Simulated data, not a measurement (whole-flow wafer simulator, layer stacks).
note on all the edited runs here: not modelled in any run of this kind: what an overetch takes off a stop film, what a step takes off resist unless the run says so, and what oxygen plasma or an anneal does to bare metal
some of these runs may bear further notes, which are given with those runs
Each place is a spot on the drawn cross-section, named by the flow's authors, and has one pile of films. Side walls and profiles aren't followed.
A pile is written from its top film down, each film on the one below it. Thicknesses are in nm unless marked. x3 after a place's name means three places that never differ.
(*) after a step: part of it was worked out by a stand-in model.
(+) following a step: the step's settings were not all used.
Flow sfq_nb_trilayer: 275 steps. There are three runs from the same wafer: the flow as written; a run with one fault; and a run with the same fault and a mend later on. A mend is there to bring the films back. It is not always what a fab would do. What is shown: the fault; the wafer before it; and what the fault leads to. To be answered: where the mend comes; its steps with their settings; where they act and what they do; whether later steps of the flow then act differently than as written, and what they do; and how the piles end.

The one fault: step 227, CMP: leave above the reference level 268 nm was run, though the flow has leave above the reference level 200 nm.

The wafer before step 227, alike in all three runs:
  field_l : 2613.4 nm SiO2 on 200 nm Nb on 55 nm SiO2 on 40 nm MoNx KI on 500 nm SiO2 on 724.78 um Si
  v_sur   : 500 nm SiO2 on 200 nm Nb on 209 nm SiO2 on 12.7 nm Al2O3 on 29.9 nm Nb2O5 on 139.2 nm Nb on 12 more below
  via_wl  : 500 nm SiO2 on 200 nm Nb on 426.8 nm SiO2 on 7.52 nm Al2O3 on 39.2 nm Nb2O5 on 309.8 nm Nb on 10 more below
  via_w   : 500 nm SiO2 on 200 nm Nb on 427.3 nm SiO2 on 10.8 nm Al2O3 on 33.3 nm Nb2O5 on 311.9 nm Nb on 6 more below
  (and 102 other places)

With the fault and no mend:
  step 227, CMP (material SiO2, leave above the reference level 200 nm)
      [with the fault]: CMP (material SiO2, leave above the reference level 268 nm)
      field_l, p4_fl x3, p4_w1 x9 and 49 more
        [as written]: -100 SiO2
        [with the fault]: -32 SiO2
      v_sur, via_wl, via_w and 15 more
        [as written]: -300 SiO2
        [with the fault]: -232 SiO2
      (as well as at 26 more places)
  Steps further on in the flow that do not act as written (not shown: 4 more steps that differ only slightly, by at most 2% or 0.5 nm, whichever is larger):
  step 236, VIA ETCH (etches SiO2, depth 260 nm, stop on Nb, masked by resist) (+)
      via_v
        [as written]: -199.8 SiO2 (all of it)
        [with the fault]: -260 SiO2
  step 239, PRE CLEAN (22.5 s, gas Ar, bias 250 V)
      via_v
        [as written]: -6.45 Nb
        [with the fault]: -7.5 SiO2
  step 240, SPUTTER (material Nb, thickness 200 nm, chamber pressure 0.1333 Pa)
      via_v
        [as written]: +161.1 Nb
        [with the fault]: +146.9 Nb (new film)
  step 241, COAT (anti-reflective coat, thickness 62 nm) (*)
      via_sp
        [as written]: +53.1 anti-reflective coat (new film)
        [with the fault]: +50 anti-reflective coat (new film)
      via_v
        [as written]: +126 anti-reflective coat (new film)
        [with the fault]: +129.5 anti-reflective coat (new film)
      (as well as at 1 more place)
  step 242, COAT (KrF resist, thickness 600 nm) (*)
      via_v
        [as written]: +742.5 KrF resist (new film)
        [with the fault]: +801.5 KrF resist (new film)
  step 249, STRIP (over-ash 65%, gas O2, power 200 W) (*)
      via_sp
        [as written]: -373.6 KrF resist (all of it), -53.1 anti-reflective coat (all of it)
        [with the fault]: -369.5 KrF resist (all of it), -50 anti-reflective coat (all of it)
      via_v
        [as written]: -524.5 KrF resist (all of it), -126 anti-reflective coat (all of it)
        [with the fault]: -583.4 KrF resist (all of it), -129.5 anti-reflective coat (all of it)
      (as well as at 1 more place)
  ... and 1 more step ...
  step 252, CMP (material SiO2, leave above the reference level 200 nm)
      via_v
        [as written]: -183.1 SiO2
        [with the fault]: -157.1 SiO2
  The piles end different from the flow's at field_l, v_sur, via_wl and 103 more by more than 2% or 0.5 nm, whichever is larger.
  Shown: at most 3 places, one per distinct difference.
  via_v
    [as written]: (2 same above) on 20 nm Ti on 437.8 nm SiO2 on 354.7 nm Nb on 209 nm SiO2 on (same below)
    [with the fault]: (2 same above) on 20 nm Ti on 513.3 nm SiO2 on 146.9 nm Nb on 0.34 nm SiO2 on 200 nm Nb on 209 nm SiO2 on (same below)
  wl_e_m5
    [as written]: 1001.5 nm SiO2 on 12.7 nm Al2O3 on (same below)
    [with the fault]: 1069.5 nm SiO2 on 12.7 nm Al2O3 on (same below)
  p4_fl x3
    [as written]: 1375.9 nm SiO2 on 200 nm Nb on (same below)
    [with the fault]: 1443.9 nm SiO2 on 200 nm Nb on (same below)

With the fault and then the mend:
  The mend stands after step 228.
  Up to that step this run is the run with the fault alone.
  step 228a, CMP (material SiO2, leave above the reference level 200 nm) (the flow's step 227, run once more)
      field_l, v_sur, via_wl and 103 more
        -68 SiO2
  Every later step of the flow that is run acts as written at every place that is followed.
  The piles end the same as the flow's at every place that both follow.
